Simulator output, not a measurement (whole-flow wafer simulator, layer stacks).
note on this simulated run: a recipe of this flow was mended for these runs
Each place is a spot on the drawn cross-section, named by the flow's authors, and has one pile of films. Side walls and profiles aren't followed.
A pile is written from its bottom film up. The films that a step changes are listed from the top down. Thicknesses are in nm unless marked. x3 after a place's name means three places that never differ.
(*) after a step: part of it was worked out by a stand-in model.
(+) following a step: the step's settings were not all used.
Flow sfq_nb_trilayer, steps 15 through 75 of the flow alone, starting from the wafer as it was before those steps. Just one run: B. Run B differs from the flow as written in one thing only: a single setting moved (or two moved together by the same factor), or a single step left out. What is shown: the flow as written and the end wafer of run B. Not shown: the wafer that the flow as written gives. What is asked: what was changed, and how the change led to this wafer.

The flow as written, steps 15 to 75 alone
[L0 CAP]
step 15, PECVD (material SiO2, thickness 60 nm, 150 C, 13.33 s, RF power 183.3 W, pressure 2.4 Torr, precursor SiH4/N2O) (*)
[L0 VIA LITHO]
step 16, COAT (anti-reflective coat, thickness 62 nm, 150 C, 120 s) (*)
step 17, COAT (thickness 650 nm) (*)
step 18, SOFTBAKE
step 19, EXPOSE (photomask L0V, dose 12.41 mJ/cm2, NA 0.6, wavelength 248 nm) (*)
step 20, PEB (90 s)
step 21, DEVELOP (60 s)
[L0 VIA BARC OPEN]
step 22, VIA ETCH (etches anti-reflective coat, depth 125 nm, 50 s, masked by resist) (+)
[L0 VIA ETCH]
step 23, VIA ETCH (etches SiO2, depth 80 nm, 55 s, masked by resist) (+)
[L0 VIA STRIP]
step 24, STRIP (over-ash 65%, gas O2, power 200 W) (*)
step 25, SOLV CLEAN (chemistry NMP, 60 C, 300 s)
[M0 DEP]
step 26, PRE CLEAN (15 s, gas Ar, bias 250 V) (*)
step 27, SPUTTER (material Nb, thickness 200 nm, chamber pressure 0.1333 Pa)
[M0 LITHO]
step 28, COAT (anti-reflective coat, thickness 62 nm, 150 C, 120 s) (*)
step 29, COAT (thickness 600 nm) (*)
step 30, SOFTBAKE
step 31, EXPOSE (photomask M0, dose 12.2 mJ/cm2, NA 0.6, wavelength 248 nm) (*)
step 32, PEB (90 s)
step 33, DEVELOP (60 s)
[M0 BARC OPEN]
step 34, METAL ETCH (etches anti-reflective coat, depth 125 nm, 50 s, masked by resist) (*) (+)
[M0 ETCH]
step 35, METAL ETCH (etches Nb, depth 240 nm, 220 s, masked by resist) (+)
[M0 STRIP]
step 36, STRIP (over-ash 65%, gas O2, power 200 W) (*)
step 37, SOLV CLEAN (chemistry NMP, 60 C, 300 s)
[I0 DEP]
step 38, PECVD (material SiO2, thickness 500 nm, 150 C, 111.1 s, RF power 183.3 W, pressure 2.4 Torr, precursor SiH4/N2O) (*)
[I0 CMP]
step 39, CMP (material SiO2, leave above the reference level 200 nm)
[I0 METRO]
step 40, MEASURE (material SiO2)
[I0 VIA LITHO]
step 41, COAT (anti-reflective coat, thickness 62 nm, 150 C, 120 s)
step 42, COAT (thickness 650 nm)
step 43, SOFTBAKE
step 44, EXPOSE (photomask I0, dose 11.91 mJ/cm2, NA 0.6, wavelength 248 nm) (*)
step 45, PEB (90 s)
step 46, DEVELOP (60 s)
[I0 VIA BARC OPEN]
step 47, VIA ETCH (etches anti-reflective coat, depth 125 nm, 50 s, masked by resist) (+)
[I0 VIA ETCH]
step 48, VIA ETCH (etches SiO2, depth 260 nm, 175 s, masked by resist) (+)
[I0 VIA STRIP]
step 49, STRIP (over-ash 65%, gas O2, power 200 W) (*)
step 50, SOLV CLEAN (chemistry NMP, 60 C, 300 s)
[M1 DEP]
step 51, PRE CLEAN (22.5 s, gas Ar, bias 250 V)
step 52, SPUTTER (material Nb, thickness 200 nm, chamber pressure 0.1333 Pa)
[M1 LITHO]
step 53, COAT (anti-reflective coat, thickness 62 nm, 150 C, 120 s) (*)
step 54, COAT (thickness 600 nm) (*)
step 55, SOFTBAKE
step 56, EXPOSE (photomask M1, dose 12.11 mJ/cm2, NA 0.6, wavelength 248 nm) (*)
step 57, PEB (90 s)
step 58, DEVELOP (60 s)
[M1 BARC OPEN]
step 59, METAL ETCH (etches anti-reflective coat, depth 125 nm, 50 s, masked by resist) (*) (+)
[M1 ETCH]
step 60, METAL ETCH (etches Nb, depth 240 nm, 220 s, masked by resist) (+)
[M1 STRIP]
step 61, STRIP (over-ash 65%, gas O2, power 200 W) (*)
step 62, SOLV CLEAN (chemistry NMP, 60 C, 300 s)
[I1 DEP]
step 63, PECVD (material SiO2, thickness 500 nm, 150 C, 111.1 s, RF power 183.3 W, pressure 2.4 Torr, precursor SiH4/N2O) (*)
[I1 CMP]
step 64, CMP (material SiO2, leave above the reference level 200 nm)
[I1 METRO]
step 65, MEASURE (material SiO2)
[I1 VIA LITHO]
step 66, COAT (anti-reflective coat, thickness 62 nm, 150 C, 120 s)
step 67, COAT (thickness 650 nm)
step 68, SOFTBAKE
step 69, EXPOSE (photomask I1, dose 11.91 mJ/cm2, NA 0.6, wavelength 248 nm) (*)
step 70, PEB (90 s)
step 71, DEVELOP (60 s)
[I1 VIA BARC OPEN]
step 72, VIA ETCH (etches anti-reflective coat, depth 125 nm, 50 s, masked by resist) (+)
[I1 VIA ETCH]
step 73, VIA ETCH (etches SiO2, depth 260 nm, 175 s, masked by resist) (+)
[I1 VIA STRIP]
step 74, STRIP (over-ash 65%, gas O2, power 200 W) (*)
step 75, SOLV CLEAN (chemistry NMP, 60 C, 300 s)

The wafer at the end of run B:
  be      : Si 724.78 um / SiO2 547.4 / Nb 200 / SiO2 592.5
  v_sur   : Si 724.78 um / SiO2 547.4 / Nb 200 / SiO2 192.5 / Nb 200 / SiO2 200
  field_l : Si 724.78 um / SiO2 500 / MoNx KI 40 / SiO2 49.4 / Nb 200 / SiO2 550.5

Cause: step 15, PECVD: pressure 2.76 Torr was run, whereas the flow has pressure 2.4 Torr.

How this came from the change, step by step:
  step 15, PECVD (material SiO2, thickness 60 nm, 150 C, 13.33 s, RF power 183.3 W, pressure 2.4 Torr, precursor SiH4/N2O) (*)
      v_sur, via_wl, via_w and 97 more: +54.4 SiO2 (as written it would have been: +60 SiO2)
      field_l, l0_sur, l0v, l0r_line_l, l0r_line_c, l0r_line_r: +54.4 SiO2 (new film) (as written it would have been: +60 SiO2 (new film))
  step 23, VIA ETCH (etches SiO2, depth 80 nm, 55 s, masked by resist) (+)
      l0v: -54.1 SiO2 (all of it), -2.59 MoNx KI (as written it would have been: -59.7 SiO2 (all of it), -2.03 MoNx KI)
  step 28, COAT (anti-reflective coat, thickness 62 nm, 150 C, 120 s) (*)
      l0_sur: +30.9 anti-reflective coat (new film) (as written it would have been: +29.3 anti-reflective coat (new film))
      l0v: +90 anti-reflective coat (new film) (as written it would have been: +92.5 anti-reflective coat (new film))
  step 36, STRIP (over-ash 65%, gas O2, power 200 W) (*)
      l0_sur: -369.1 KrF-resist-other-grade (all of it), -30.9 anti-reflective coat (all of it) (as written it would have been: -370 KrF-resist-other-grade (all of it), -29.3 anti-reflective coat (all of it))
      l0v: -371.8 KrF-resist-other-grade (all of it), -90 anti-reflective coat (all of it) (as written it would have been: -374.1 KrF-resist-other-grade (all of it), -92.5 anti-reflective coat (all of it))
  step 39, CMP (material SiO2, leave above the reference level 200 nm)
      l0v: -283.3 SiO2 (as written it would have been: -277.4 SiO2)
